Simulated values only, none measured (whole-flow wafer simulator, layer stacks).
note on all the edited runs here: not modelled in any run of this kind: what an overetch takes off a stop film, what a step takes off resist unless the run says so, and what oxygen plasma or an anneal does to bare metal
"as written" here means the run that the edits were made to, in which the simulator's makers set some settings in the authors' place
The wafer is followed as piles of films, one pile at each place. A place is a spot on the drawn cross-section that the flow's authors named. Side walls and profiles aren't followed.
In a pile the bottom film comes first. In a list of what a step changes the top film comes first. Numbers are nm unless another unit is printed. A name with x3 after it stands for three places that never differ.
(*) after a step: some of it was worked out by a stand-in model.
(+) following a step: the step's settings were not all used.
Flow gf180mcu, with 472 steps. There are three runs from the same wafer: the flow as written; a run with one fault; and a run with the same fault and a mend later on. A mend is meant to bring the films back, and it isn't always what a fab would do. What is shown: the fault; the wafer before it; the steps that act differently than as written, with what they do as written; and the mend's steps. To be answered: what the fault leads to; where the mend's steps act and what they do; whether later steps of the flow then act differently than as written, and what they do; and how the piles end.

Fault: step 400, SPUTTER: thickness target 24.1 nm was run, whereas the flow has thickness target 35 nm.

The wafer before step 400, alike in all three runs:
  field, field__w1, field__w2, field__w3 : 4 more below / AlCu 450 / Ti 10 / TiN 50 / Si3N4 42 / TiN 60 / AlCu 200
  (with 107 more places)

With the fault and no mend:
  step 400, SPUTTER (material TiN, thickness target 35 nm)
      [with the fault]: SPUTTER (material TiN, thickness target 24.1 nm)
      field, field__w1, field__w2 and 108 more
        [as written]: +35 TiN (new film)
        [with the fault]: +24.1 TiN (new film)
  Steps later in the flow that act otherwise than as written (9 more steps, not shown, differ only slightly: by at most 2% or 0.5 nm, whichever is larger):
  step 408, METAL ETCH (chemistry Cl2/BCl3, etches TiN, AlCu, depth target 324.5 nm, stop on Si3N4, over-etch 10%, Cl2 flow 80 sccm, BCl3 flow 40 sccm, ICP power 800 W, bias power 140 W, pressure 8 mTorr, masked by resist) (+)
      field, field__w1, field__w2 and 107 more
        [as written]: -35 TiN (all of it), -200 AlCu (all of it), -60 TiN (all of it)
        [with the fault]: -24.1 TiN (all of it), -200 AlCu (all of it), -60 TiN (all of it)
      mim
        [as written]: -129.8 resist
        [with the fault]: -125 resist
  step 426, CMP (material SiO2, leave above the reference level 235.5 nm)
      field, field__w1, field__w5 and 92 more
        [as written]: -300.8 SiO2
        [with the fault]: -311.7 SiO2
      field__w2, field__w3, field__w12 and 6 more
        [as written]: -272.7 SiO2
        [with the fault]: -283.6 SiO2
  At mim, the piles at the end differ from the flow's by more than 2% or 0.5 nm, whichever is larger.
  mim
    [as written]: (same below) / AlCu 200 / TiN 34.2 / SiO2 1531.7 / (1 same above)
    [with the fault]: (same below) / AlCu 200 / TiN 23.3 / SiO2 1531.7 / (1 same above)

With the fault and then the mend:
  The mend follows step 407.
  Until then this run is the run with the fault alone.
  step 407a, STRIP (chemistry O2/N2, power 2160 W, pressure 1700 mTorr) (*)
      mim
        -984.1 resist (all of it)
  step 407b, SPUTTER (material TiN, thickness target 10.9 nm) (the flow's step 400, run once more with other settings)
      field, field__w1, field__w2 and 108 more
        +10.9 TiN
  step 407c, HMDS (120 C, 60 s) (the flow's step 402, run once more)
      alters no film at any place that is followed
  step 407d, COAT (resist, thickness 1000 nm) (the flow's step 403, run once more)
      field, field__w1, field__w2 and 108 more
        +1000 resist (new film)
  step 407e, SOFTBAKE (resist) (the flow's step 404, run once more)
      alters no film at any place that is followed
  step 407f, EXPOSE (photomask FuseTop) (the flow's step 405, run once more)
      alters no film at any place that is followed
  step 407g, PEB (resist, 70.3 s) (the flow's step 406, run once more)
      field, field__w1, field__w2 and 108 more
        -15.9 resist
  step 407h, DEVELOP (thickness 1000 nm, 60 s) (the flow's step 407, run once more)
      field, field__w1, field__w2 and 107 more
        -984.1 resist (all of it)
  None of the later steps of the flow acts differently than as written at any place that is followed.
  The piles end the same as the flow's at every place that both follow.
